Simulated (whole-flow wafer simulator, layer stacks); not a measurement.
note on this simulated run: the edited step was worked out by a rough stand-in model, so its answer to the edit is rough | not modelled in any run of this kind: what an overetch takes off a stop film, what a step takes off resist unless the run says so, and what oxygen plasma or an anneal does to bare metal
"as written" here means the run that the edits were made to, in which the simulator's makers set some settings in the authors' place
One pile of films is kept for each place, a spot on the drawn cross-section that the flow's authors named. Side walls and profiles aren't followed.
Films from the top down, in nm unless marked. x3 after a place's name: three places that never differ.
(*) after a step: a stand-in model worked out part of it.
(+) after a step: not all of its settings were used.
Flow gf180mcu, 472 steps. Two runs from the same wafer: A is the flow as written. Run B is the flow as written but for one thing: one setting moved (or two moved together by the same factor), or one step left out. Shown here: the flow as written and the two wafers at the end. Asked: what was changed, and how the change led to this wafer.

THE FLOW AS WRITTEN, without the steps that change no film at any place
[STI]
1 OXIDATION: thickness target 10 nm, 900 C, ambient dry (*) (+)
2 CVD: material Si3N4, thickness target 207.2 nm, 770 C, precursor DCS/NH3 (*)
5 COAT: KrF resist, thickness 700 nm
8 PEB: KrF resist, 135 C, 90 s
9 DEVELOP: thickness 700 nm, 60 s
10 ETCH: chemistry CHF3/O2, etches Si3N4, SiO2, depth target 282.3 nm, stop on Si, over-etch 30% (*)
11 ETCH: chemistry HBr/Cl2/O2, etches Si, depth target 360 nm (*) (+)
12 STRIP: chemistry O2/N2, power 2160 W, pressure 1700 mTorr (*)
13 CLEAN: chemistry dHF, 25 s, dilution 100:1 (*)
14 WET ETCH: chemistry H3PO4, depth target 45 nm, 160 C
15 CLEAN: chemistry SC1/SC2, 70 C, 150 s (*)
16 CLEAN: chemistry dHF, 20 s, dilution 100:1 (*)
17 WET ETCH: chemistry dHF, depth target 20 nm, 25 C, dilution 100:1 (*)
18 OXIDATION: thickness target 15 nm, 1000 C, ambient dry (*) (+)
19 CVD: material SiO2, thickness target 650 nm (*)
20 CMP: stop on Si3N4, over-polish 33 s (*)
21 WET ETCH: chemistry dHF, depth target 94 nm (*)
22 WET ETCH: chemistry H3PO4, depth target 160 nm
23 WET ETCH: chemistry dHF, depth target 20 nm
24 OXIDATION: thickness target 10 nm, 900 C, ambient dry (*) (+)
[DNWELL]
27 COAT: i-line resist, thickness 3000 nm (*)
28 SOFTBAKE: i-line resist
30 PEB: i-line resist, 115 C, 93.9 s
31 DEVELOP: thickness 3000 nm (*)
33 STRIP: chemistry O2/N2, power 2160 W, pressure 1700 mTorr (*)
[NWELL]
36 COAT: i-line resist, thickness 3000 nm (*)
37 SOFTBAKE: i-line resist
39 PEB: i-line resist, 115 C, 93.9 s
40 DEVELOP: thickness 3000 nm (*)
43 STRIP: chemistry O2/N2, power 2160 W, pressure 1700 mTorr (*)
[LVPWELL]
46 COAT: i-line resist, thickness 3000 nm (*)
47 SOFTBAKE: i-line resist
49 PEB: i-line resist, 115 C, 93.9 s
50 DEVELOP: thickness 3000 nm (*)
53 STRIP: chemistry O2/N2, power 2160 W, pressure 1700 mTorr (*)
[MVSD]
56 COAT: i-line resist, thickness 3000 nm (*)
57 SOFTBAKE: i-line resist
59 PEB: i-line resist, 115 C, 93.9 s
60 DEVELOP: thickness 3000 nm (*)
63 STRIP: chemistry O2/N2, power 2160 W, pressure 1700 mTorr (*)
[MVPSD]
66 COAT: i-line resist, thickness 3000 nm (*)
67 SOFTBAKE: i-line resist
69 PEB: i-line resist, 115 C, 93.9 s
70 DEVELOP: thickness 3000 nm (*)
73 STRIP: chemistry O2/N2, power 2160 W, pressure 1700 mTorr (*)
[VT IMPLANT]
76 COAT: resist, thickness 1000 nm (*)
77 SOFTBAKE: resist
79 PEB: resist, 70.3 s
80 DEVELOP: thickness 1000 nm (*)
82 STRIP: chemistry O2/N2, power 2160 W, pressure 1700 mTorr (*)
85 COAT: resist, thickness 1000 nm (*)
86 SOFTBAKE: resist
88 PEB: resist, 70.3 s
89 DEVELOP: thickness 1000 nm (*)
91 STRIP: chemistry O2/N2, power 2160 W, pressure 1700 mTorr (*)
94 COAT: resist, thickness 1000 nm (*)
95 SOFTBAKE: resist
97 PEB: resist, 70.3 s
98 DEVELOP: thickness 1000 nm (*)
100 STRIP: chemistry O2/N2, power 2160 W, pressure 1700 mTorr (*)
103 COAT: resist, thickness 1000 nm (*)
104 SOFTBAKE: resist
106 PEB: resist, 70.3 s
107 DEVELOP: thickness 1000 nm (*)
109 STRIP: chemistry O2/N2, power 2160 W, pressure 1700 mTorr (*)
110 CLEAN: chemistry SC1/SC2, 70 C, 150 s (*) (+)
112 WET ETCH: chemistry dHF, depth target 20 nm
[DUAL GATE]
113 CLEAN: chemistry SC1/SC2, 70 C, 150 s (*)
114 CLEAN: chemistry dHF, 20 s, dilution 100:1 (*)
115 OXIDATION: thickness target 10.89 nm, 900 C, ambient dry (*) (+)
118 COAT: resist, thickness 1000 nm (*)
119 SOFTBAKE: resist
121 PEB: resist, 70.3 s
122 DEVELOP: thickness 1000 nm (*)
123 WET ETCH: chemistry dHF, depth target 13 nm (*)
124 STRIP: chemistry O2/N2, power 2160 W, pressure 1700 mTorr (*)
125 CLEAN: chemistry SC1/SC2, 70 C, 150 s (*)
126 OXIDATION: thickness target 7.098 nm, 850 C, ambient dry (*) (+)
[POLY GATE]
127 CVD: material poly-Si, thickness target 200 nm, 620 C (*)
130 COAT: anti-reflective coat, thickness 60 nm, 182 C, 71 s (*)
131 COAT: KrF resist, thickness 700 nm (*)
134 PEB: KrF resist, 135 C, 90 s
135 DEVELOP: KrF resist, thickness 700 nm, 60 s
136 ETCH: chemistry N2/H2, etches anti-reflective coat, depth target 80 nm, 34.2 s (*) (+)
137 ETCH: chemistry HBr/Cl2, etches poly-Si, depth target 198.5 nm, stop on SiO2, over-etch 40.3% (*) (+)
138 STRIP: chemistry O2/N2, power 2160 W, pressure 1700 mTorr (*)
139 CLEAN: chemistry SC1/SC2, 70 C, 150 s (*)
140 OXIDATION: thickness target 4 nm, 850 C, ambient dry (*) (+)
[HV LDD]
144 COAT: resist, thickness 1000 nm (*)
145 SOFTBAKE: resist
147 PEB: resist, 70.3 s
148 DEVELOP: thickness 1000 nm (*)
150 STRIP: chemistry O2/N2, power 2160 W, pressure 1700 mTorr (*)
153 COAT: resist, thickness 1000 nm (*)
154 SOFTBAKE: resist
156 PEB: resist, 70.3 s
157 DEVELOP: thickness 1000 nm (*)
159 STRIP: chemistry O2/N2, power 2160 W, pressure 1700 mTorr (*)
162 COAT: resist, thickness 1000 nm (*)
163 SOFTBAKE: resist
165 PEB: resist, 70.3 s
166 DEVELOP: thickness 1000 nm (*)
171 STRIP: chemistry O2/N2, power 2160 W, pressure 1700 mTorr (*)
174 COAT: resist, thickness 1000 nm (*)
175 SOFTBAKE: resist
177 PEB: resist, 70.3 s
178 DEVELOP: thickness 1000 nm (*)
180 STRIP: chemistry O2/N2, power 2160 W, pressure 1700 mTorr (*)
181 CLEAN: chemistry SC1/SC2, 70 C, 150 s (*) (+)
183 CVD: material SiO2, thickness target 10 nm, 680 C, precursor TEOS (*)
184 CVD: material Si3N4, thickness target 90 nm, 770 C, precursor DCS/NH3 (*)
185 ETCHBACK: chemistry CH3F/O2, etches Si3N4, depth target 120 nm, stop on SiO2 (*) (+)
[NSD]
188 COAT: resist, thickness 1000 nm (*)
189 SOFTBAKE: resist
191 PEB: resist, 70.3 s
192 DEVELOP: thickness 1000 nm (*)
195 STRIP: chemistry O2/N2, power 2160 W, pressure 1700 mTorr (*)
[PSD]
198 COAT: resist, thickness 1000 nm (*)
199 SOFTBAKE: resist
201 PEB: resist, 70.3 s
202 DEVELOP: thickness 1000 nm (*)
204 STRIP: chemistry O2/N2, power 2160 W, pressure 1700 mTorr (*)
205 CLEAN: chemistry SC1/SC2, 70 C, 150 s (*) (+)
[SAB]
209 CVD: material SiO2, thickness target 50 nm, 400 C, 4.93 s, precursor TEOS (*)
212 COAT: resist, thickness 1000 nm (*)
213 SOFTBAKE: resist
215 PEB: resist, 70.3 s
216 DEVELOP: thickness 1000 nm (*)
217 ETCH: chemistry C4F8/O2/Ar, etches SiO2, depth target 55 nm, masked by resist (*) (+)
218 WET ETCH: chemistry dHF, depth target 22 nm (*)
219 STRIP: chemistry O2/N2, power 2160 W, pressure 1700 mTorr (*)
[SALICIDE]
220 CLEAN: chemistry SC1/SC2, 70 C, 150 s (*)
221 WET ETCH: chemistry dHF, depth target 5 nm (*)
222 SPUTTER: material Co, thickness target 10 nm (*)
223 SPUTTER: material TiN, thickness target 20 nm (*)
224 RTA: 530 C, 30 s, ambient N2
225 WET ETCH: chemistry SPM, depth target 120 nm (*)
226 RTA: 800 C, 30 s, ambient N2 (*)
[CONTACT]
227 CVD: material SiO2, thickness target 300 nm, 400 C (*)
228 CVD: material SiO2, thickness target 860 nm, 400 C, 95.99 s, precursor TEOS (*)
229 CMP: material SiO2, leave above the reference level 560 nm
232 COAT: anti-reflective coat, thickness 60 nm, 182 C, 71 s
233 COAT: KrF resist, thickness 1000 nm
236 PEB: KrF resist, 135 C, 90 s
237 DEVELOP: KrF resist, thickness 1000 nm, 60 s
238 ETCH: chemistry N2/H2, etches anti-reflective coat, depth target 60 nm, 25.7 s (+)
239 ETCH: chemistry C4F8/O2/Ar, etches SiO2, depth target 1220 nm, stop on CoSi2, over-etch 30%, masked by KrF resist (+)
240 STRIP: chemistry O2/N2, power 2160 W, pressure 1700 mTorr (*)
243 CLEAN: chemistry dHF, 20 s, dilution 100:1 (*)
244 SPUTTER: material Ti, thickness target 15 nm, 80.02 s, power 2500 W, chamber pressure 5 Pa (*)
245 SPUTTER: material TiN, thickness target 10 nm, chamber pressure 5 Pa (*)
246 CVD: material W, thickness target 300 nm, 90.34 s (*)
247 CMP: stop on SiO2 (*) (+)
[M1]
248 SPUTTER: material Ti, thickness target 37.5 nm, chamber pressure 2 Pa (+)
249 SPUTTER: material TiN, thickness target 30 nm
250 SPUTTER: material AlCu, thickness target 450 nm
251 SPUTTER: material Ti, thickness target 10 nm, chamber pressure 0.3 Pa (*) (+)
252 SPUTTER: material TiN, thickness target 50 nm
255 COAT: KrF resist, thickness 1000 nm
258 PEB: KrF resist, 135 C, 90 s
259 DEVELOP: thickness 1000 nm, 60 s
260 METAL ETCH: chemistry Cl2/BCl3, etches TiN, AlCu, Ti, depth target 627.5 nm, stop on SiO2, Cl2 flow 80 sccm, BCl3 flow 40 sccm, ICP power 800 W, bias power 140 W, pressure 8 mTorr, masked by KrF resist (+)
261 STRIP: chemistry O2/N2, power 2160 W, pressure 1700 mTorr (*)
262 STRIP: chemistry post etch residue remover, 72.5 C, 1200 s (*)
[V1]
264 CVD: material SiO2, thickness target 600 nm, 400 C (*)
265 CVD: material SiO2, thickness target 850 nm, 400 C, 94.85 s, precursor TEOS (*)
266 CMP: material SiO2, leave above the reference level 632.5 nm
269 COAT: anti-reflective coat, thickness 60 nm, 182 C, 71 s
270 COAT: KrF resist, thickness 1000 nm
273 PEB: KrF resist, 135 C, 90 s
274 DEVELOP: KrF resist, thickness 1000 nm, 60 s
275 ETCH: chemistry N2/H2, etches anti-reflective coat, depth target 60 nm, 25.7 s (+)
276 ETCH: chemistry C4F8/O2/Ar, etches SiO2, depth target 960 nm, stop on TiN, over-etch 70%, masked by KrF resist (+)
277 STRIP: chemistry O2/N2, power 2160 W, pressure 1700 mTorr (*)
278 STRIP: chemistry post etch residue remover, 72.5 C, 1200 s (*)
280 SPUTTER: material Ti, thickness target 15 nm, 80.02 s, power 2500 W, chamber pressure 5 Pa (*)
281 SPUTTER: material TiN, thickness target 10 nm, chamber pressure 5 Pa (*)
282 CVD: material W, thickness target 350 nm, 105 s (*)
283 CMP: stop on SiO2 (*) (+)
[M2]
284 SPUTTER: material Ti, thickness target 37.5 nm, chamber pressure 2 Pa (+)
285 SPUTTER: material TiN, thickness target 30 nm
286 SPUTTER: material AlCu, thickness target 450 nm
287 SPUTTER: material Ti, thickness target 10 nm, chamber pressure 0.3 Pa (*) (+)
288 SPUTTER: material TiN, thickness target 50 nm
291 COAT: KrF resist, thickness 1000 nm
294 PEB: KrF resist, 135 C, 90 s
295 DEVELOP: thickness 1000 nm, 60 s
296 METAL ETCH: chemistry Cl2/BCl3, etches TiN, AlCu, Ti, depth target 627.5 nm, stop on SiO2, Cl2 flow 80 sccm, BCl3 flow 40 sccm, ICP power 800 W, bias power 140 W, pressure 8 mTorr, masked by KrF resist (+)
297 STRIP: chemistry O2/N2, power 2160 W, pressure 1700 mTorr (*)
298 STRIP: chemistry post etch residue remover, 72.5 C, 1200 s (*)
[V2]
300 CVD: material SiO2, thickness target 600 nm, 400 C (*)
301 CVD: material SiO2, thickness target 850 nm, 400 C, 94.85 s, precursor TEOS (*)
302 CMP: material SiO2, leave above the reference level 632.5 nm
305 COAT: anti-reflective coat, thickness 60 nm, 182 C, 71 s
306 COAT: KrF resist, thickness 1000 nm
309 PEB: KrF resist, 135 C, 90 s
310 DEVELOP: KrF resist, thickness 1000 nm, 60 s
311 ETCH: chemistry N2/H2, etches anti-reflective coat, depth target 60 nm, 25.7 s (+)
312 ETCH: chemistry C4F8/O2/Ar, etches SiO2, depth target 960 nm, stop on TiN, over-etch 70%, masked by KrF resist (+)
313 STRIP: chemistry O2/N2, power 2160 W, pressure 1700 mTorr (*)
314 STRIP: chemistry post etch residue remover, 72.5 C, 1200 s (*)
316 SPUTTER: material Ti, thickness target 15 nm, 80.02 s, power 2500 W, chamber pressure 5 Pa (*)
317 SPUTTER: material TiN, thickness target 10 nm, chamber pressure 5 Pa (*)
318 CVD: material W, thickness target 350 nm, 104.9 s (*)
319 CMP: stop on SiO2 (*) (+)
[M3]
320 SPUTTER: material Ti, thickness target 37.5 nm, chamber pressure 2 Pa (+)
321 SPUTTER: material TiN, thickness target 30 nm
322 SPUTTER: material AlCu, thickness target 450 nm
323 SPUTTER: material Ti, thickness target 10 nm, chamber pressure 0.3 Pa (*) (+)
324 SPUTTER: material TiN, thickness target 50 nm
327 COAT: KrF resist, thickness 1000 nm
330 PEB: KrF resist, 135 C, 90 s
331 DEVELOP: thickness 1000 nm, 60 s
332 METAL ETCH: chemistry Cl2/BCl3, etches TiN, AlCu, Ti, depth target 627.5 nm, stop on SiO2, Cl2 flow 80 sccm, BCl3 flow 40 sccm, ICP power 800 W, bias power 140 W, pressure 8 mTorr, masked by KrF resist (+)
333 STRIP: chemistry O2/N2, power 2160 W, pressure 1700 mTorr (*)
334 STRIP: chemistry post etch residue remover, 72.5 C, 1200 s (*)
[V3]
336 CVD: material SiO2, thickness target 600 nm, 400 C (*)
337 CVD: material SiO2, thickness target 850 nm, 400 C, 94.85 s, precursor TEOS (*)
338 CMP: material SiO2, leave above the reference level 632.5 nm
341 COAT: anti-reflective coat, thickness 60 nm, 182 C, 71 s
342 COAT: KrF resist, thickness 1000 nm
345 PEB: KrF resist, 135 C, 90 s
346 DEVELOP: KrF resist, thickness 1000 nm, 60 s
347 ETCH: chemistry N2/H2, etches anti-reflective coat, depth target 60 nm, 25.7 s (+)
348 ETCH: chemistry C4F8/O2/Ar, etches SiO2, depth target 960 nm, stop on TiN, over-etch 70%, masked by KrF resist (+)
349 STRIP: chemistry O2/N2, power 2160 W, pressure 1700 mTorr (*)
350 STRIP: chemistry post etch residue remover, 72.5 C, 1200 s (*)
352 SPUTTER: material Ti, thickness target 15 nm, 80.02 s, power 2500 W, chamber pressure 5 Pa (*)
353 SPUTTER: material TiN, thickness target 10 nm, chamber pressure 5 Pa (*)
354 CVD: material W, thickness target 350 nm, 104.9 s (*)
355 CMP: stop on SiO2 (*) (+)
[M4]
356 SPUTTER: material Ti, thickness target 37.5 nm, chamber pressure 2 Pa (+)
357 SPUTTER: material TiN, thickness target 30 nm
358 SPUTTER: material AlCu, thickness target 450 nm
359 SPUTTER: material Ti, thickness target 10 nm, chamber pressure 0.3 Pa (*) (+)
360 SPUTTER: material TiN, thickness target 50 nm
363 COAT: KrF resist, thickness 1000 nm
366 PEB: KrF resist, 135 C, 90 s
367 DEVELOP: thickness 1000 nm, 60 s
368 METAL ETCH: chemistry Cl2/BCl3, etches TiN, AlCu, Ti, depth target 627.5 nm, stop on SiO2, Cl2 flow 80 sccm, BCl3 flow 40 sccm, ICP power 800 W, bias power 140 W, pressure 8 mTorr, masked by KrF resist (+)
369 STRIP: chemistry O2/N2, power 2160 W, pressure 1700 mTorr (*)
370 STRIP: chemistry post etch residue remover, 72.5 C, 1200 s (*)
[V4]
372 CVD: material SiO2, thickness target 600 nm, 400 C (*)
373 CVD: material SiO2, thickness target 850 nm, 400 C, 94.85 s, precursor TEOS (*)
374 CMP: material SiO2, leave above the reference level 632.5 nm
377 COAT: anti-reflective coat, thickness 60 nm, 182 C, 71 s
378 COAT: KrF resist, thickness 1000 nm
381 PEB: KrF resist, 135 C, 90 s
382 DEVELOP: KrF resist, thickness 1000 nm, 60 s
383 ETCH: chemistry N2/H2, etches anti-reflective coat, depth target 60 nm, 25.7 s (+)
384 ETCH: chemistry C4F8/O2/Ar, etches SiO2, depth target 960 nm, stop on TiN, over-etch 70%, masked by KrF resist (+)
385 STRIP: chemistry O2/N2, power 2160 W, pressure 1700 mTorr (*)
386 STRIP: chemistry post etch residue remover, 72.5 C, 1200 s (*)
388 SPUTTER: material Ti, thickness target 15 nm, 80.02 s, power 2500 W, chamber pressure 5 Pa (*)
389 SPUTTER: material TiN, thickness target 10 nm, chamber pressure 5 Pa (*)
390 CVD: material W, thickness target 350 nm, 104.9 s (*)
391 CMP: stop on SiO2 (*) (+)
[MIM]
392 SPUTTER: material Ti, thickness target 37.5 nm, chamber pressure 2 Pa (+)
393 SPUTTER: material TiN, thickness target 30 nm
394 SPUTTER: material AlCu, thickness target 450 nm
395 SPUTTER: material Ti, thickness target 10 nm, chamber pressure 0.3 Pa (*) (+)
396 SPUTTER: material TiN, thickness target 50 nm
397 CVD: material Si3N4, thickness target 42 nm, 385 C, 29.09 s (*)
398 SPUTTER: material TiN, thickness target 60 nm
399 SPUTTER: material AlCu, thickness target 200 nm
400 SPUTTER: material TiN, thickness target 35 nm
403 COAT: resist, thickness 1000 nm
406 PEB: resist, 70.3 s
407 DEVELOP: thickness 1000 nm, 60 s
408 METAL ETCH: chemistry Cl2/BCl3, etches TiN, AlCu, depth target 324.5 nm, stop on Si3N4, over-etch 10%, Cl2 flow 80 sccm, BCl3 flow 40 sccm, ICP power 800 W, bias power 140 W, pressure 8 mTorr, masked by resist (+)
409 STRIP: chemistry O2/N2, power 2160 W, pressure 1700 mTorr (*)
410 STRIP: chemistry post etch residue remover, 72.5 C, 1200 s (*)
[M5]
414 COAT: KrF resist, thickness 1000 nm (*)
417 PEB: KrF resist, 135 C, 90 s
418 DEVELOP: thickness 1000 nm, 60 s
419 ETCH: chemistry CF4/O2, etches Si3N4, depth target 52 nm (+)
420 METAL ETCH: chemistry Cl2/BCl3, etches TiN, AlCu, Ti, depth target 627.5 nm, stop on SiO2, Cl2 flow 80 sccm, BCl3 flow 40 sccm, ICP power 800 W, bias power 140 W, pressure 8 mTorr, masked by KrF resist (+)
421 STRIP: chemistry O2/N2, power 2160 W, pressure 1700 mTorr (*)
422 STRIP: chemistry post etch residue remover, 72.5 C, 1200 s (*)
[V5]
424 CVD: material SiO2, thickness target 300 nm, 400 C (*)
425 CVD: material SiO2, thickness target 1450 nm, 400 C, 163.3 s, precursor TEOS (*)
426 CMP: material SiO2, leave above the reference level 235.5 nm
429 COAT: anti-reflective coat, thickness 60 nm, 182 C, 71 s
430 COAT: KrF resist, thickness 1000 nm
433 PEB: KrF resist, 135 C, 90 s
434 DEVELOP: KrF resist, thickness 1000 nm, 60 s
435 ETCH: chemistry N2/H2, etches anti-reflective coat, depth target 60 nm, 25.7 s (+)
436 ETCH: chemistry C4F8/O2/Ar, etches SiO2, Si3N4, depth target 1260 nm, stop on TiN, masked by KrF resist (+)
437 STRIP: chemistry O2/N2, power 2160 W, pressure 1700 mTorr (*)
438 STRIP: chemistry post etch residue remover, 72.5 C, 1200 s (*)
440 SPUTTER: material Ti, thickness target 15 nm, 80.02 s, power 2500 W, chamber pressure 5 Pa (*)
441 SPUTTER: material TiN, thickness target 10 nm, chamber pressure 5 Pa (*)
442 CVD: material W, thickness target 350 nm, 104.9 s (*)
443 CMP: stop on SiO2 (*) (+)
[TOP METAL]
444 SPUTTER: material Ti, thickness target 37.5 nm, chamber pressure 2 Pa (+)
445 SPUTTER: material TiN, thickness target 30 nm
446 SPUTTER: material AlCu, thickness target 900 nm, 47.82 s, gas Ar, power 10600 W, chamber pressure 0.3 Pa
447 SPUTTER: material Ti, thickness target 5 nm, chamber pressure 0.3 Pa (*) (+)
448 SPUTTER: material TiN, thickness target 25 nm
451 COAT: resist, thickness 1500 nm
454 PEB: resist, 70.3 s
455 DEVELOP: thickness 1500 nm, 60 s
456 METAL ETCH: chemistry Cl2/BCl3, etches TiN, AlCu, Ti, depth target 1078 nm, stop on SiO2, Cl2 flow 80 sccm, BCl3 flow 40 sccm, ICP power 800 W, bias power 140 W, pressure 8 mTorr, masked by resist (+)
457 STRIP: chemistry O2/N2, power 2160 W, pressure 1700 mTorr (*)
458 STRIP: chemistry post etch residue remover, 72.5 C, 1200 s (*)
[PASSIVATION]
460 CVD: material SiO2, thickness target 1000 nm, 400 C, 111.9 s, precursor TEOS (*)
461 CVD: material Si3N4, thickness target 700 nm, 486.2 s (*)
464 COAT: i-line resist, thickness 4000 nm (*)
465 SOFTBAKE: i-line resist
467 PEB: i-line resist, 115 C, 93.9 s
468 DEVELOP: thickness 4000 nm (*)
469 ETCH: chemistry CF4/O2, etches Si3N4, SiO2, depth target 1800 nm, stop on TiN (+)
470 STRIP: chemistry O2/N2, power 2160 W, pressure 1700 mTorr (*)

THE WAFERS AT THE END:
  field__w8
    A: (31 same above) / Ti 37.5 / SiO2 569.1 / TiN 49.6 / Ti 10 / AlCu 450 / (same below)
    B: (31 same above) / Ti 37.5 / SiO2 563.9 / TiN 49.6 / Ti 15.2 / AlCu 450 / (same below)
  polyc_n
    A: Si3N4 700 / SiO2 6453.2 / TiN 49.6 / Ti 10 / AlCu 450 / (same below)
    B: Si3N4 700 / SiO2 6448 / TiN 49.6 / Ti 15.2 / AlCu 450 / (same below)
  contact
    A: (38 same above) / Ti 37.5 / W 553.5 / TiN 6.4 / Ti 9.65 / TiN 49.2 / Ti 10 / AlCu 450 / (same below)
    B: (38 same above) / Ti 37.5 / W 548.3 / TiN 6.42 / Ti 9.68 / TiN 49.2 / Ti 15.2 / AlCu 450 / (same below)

The cause: step 251, SPUTTER: thickness target 15.2 nm was run, where the flow has thickness target 10 nm.
It can be read off the wafer: field__w8 has Ti 15.2, and step 251 as written asks for 10 nm.

How the change led to this, step by step:
  251 SPUTTER: material Ti, thickness target 10 nm, chamber pressure 0.3 Pa (*) (+)
      field, field__w1, field__w2 and 108 more: A Ti +10 (new film) | B Ti +15.2 (new film)
  260 METAL ETCH: chemistry Cl2/BCl3, etches TiN, AlCu, Ti, depth target 627.5 nm, stop on SiO2, Cl2 flow 80 sccm, BCl3 flow 40 sccm, ICP power 800 W, bias power 140 W, pressure 8 mTorr, masked by KrF resist (+)
      field, field__w1, field__w2 and 99 more: A TiN -50 (all of it), Ti -10 (all of it), AlCu -450 (all of it), TiN -30 (all of it), Ti -37.5 (all of it) | B TiN -50 (all of it), Ti -15.2 (all of it), AlCu -450 (all of it), TiN -30 (all of it), Ti -37.5 (all of it)
